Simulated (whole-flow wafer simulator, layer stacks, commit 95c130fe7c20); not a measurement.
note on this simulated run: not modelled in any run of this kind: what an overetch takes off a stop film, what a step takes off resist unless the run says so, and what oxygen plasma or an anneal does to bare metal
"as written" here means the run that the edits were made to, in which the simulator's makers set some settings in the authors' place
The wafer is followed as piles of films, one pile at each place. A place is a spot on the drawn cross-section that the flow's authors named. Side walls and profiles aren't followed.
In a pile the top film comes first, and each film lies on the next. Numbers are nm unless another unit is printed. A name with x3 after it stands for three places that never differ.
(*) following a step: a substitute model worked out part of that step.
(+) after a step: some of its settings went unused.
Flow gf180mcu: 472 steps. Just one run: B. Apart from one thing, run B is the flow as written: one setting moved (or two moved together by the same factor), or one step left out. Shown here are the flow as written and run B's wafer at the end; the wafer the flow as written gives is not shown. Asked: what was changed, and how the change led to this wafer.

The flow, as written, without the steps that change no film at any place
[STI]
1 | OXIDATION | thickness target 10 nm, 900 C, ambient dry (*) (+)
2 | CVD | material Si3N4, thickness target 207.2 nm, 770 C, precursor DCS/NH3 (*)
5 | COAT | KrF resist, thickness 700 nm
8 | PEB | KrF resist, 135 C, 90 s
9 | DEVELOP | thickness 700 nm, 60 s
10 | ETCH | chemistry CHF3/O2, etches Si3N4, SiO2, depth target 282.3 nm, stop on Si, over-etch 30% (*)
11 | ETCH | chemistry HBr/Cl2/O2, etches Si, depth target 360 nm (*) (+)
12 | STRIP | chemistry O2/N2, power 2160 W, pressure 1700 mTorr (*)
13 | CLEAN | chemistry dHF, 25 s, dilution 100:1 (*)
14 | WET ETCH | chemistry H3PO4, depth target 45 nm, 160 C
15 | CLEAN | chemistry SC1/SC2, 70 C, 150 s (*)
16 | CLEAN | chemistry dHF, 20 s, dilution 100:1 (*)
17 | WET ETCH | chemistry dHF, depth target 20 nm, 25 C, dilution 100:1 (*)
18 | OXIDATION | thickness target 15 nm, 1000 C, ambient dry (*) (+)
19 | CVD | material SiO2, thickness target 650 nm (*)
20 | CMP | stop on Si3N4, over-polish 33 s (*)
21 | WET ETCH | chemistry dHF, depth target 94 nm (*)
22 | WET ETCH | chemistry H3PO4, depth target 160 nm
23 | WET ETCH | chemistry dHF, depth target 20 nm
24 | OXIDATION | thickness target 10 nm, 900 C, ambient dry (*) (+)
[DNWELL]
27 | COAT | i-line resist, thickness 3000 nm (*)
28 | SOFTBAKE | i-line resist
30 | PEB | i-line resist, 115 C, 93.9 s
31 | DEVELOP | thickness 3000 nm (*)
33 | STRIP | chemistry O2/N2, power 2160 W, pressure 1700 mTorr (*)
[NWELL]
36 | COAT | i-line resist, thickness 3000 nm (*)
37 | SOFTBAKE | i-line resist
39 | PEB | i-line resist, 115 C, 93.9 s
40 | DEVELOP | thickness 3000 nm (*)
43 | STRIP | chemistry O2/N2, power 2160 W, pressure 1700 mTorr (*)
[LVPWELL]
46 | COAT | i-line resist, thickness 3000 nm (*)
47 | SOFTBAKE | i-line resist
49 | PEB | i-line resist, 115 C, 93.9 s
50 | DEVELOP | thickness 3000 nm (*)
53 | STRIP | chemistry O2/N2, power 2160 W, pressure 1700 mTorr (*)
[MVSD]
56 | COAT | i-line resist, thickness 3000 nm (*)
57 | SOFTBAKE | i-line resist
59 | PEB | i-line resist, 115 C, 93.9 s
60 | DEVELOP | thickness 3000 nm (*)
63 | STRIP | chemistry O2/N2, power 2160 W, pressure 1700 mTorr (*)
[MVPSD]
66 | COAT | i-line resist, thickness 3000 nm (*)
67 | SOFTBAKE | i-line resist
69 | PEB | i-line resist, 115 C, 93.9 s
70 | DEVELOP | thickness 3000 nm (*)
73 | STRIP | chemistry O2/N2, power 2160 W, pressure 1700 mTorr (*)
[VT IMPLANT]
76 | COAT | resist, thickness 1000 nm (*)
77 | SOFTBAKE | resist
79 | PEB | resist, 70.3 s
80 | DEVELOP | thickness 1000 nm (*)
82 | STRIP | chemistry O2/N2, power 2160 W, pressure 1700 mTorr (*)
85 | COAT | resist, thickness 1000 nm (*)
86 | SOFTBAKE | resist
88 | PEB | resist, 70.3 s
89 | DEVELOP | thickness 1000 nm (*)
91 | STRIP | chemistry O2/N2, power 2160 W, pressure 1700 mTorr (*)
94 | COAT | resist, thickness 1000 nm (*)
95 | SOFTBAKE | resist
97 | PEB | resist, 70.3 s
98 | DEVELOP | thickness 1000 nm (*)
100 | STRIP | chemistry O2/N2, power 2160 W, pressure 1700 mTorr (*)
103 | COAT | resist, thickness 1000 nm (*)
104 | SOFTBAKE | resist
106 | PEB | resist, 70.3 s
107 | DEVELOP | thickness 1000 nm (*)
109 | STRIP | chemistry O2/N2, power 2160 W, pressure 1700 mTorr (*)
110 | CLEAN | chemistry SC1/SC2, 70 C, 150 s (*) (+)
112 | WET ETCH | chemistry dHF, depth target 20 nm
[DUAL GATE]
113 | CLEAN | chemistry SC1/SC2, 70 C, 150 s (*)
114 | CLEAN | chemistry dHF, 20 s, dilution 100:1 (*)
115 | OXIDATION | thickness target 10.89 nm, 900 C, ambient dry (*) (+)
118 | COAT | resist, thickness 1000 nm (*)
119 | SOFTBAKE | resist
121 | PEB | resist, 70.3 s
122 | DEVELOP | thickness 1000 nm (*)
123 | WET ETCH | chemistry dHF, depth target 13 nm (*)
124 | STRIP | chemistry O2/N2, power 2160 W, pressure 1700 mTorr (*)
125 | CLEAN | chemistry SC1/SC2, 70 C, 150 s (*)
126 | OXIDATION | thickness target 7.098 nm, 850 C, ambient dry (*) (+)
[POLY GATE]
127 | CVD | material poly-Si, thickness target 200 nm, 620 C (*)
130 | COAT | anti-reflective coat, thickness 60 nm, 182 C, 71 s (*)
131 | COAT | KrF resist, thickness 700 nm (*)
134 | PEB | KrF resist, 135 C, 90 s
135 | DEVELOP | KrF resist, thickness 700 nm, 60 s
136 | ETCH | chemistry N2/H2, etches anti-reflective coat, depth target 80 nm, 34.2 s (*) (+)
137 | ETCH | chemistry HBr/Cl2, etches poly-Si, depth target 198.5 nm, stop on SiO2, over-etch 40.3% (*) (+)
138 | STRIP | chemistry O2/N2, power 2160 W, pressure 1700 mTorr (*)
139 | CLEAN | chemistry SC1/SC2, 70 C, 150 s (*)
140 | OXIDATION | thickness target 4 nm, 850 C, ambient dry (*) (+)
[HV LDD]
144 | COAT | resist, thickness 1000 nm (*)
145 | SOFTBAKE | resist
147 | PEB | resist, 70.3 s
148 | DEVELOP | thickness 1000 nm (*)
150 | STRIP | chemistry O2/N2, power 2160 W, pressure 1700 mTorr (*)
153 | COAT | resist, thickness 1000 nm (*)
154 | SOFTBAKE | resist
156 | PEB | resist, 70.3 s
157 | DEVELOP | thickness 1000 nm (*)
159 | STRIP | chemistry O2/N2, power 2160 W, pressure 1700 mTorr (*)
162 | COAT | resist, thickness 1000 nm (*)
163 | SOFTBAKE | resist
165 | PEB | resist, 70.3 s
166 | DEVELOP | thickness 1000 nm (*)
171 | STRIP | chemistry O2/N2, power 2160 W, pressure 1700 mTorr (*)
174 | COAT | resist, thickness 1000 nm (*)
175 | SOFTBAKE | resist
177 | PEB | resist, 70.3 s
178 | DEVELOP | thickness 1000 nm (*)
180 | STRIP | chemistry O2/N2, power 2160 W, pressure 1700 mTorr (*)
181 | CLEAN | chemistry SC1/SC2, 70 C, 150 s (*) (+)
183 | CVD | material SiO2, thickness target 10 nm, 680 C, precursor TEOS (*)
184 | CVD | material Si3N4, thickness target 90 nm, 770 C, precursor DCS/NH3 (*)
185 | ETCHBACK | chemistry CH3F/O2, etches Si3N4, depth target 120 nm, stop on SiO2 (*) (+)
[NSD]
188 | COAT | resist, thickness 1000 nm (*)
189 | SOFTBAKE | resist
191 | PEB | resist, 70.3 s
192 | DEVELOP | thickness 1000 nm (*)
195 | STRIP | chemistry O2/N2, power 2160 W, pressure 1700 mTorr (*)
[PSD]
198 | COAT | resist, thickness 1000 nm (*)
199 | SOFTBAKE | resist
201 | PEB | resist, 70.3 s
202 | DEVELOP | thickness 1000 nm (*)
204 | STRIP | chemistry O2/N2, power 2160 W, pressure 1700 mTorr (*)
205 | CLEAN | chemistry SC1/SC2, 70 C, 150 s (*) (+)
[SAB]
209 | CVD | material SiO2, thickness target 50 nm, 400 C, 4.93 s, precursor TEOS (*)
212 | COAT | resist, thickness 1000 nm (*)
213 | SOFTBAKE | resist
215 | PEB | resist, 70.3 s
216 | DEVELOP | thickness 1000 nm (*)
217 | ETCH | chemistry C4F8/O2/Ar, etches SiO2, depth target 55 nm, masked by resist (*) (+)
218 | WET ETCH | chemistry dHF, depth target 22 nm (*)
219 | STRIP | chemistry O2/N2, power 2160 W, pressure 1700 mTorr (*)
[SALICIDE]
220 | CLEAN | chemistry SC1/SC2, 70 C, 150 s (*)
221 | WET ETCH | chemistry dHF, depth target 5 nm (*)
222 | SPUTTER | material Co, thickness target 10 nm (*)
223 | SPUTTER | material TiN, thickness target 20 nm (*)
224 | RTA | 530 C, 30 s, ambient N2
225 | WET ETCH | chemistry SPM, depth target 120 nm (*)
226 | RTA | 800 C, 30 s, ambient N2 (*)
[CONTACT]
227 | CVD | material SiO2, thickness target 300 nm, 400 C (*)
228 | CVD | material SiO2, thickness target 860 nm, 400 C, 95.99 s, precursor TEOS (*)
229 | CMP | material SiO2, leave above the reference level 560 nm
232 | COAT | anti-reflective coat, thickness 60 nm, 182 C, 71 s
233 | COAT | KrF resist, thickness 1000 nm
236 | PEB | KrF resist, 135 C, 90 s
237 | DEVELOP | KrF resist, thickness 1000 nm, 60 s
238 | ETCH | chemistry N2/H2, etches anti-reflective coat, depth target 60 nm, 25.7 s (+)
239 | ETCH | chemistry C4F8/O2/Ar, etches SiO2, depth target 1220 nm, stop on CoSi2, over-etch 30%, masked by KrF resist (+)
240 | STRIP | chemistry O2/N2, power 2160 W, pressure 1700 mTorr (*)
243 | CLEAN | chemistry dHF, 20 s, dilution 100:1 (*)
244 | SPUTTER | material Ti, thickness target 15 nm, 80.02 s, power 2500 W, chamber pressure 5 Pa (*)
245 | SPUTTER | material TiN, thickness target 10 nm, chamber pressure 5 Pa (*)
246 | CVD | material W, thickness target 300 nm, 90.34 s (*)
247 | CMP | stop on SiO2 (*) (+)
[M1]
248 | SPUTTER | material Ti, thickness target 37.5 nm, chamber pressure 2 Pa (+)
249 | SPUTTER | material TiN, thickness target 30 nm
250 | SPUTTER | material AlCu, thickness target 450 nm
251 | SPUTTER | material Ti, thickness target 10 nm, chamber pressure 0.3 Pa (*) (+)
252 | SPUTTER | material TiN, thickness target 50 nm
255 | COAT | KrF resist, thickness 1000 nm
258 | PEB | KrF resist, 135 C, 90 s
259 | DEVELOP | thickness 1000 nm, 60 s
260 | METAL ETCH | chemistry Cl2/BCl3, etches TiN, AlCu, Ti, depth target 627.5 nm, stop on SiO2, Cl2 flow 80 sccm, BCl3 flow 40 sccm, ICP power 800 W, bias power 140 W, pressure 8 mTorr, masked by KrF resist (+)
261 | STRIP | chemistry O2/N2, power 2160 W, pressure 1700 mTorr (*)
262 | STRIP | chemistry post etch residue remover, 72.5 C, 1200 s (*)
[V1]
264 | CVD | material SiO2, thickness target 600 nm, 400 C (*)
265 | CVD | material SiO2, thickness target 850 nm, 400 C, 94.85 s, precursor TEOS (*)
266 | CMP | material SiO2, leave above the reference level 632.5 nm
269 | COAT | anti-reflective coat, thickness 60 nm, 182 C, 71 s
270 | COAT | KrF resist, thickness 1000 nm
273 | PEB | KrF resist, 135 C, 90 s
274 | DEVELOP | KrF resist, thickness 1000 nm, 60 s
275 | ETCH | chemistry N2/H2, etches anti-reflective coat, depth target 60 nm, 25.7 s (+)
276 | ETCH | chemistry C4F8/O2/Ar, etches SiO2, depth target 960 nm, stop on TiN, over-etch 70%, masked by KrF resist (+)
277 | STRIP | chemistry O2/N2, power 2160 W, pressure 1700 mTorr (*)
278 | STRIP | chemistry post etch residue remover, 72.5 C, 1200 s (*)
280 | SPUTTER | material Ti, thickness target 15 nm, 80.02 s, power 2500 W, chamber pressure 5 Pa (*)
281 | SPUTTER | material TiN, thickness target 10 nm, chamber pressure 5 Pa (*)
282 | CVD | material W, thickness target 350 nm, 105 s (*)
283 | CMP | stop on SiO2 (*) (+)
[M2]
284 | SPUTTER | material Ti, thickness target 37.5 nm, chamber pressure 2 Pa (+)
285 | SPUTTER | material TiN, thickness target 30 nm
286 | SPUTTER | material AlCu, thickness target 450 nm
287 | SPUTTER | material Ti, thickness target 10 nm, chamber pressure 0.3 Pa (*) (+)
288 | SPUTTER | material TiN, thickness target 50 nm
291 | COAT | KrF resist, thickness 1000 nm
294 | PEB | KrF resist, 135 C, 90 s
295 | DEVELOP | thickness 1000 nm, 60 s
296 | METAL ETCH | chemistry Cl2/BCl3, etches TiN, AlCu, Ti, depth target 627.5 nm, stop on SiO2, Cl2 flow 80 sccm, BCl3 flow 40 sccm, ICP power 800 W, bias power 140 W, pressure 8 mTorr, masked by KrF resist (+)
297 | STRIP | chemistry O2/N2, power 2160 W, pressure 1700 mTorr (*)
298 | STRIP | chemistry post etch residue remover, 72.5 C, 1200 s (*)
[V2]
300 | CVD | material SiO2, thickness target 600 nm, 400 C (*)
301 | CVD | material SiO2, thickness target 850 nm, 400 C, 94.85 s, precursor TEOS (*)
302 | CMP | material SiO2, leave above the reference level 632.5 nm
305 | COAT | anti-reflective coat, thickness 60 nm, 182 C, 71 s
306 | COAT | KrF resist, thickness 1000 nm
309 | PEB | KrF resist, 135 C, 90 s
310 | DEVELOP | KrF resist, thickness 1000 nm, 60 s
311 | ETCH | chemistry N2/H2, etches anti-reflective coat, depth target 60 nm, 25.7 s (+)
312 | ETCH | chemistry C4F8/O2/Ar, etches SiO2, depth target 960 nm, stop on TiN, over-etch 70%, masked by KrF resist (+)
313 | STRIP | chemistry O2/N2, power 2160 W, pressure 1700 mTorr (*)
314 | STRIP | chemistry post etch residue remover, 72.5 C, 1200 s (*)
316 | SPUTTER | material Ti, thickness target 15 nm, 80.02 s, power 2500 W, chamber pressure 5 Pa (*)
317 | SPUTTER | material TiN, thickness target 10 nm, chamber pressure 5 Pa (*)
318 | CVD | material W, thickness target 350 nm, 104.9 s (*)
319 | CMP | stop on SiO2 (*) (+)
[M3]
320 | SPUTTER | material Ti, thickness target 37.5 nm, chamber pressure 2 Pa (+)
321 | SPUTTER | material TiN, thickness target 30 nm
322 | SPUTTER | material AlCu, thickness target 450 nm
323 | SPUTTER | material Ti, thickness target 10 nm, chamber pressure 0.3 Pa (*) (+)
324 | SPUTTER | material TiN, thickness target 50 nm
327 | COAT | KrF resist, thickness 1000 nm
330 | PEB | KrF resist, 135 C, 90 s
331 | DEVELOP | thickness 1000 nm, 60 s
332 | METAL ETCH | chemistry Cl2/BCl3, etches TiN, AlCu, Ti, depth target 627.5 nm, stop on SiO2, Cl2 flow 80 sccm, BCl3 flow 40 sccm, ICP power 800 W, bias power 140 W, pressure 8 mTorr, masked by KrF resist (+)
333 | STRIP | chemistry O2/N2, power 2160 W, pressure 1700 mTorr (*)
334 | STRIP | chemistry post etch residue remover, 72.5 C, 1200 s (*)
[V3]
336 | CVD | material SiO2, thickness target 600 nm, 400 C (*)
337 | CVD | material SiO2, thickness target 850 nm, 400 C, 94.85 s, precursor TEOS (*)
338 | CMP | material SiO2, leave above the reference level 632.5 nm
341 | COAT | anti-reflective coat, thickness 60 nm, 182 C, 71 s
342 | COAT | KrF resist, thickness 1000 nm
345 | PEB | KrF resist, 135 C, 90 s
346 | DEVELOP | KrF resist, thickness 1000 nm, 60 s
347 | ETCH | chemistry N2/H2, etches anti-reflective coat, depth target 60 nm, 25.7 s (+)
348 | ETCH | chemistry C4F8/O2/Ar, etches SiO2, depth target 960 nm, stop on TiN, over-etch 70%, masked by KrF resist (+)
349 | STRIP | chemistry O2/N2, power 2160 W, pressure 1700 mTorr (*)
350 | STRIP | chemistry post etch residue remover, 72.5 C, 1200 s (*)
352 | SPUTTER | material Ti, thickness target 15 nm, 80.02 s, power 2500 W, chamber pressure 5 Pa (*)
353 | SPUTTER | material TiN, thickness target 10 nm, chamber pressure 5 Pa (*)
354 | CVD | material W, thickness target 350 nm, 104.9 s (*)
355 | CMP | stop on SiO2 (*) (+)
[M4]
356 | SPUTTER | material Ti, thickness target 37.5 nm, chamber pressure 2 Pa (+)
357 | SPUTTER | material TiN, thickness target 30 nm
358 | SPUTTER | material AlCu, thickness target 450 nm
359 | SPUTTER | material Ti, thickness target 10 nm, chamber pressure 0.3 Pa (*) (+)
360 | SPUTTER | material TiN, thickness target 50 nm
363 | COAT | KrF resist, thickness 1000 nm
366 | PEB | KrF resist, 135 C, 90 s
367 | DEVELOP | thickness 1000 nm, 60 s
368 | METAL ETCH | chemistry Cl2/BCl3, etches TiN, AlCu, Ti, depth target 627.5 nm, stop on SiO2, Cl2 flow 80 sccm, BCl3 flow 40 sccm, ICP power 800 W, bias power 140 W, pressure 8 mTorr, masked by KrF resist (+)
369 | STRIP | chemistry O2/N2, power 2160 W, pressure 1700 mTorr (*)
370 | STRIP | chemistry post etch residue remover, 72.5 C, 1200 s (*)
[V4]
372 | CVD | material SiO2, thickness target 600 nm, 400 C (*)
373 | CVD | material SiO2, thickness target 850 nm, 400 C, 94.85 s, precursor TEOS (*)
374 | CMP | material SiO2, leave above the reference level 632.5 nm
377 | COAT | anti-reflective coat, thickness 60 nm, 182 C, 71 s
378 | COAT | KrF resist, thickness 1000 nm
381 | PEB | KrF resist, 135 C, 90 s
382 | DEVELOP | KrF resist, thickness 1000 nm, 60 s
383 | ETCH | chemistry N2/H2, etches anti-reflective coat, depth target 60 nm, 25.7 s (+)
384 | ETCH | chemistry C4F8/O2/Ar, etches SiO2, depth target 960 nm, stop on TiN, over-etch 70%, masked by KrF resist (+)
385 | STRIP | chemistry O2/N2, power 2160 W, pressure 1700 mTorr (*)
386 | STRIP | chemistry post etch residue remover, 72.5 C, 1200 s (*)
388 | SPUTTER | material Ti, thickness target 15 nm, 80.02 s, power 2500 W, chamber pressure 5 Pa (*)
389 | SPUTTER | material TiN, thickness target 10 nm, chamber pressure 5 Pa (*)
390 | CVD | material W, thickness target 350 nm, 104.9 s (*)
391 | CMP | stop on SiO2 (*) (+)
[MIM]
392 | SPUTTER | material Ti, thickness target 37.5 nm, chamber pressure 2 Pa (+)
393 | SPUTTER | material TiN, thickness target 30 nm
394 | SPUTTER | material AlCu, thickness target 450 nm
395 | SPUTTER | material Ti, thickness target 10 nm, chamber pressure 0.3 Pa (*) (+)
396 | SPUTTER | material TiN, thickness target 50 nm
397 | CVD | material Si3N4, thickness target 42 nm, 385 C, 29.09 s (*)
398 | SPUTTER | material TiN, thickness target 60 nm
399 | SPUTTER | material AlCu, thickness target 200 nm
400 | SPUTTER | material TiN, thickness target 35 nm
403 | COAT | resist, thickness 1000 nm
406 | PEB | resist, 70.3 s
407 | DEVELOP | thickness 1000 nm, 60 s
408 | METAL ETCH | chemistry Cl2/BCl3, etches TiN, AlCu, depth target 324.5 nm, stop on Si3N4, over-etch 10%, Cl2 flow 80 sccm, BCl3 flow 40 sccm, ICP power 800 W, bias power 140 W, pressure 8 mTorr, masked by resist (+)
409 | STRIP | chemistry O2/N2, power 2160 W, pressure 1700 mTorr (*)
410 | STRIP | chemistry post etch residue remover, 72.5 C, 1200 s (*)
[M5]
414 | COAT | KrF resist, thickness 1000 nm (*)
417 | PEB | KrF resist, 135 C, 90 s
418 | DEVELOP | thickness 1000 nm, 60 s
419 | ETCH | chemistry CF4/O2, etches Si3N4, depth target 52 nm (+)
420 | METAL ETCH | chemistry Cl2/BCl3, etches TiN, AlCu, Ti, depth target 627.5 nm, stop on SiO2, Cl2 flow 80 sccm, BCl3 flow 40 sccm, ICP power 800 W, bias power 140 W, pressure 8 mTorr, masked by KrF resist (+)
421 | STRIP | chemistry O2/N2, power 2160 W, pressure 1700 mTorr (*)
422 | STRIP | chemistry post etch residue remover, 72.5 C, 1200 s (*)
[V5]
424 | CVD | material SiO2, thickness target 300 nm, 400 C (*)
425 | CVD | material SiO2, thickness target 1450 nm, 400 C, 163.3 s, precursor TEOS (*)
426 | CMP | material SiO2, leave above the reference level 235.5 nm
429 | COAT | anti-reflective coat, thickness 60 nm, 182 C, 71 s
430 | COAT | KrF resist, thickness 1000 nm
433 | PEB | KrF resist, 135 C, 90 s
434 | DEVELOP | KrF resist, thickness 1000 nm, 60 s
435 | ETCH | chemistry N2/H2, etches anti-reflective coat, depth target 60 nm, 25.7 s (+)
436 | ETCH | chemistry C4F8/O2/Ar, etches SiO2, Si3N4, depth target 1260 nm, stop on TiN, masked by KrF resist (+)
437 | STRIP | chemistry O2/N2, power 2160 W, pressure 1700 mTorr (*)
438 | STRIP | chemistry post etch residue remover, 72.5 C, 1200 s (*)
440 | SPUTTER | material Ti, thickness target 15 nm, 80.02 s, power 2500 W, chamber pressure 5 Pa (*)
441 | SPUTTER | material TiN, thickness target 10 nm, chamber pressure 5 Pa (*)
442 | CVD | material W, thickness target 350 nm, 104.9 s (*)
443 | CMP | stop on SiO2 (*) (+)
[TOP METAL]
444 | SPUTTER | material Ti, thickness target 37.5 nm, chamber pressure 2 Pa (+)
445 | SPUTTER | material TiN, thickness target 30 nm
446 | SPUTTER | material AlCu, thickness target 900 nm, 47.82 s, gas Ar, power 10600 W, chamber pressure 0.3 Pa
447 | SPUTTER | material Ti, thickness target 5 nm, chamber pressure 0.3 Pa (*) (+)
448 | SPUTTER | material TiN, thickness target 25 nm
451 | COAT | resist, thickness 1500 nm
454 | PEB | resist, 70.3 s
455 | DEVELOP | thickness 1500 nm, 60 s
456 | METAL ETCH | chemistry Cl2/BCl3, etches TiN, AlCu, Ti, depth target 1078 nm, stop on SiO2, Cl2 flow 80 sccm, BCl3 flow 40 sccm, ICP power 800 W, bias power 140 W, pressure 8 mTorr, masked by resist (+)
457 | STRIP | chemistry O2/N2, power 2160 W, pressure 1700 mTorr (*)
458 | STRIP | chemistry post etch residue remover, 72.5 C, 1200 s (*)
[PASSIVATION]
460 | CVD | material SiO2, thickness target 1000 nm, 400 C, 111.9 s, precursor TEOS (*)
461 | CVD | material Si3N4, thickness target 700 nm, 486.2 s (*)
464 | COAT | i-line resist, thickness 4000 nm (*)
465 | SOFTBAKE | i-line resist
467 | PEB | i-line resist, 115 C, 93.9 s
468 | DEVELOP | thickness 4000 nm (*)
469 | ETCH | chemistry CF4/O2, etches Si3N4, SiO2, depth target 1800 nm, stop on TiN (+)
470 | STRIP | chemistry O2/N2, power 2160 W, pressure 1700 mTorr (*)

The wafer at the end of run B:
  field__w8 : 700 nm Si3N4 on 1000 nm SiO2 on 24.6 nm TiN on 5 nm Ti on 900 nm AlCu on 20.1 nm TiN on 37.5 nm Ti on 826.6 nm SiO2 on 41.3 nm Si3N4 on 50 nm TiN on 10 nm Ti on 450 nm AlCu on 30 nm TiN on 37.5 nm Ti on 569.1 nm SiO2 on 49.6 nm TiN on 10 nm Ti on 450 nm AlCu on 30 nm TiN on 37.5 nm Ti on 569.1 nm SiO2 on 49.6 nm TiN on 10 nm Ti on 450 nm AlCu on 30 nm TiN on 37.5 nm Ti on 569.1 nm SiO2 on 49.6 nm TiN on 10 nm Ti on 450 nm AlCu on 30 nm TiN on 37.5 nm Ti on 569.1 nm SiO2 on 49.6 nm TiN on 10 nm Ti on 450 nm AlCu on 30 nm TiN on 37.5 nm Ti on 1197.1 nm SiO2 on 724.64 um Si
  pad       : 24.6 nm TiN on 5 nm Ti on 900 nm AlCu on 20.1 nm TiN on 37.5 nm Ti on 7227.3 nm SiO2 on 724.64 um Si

Cause: step 445, SPUTTER: thickness target 20.1 nm was run, whereas the flow has thickness target 30 nm.
The wafer itself shows it: field__w8 has TiN 20.1, and step 445 as written asks for 30 nm.

Step by step, how the change led to this:
  445 | SPUTTER | material TiN, thickness target 30 nm
      field, field__w1, field__w2 and 109 more: +20.1 TiN (new film) (as written it would have been: +30 TiN (new film))
  456 | METAL ETCH | chemistry Cl2/BCl3, etches TiN, AlCu, Ti, depth target 1078 nm, stop on SiO2, Cl2 flow 80 sccm, BCl3 flow 40 sccm, ICP power 800 W, bias power 140 W, pressure 8 mTorr, masked by resist (+)
      field, field__w1, field__w2 and 103 more: -25 TiN (all of it), -5 Ti (all of it), -900 AlCu (all of it), -20.1 TiN (all of it), -37.5 Ti (all of it) (as written it would have been: -25 TiN (all of it), -5 Ti (all of it), -900 AlCu (all of it), -30 TiN (all of it), -37.5 Ti (all of it))
